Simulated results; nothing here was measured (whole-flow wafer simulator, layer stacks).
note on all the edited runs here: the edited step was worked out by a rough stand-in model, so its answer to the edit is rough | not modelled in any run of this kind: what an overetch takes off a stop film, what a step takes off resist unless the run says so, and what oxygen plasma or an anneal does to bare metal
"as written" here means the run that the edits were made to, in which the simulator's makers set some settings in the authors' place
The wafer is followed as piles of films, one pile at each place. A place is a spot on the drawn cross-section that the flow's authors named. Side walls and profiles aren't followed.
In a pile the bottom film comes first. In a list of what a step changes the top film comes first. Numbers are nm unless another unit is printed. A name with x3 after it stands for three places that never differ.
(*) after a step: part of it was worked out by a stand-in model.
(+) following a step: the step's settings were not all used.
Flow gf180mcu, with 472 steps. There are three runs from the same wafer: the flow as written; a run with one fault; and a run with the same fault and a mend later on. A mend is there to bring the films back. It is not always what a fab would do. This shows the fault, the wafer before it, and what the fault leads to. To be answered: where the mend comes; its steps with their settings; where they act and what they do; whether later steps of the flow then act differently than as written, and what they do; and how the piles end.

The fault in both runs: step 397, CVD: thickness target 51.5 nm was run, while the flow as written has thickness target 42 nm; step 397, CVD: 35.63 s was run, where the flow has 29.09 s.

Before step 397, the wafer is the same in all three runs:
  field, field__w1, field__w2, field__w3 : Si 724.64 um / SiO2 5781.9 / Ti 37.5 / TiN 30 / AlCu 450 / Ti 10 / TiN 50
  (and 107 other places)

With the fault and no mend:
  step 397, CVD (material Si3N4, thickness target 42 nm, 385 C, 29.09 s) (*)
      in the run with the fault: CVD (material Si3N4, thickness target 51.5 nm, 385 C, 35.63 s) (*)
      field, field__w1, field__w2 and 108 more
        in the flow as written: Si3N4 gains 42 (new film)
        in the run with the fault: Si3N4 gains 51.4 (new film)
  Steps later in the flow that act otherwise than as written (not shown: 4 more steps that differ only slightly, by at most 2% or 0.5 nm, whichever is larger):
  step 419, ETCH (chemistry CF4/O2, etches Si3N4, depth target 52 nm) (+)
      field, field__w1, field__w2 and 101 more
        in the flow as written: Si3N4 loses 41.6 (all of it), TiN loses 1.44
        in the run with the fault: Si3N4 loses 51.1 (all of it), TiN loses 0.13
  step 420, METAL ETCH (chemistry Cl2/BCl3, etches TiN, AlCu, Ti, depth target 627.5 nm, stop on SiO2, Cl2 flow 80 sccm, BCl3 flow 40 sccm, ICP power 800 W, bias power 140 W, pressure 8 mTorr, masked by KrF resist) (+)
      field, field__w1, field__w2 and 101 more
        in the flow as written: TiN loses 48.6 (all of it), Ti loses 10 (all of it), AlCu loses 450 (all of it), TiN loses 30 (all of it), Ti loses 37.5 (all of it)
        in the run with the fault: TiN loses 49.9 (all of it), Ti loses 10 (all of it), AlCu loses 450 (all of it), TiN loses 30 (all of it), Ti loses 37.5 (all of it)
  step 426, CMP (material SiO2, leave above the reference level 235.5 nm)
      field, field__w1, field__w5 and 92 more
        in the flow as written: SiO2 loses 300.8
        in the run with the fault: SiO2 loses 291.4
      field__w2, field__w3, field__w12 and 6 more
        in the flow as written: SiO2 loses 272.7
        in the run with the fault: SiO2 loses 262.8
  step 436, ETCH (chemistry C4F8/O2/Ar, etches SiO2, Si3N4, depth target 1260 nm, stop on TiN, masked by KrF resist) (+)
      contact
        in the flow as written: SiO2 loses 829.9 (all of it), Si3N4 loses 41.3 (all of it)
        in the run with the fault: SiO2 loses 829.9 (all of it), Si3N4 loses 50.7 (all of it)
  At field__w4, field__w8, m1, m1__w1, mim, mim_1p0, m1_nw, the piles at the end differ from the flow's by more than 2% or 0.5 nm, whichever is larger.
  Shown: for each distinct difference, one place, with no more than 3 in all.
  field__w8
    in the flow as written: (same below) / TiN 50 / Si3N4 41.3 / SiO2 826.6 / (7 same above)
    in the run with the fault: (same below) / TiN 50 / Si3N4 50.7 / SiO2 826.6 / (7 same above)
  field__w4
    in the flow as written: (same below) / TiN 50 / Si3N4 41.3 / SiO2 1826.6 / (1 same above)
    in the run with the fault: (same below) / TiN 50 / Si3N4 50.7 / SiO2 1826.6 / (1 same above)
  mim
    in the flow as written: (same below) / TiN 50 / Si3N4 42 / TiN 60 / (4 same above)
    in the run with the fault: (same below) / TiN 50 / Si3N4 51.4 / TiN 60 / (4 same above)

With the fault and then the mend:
  The mend stands after step 397.
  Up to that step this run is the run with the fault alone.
  step 397a, WET ETCH (chemistry H3PO4, depth target 9.5 nm, 160 C) (a further turn of the flow's step 14, with different settings)
      field, field__w1, field__w2 and 108 more
        Si3N4 loses 9.5
  Later steps of the flow that are run all act as written at every place that is followed, up to a difference of at most 2% or 0.5 nm, whichever is larger.
  At the end the piles are close to the flow's at the places that both follow, differing by at most 2% or 0.5 nm, whichever is larger.
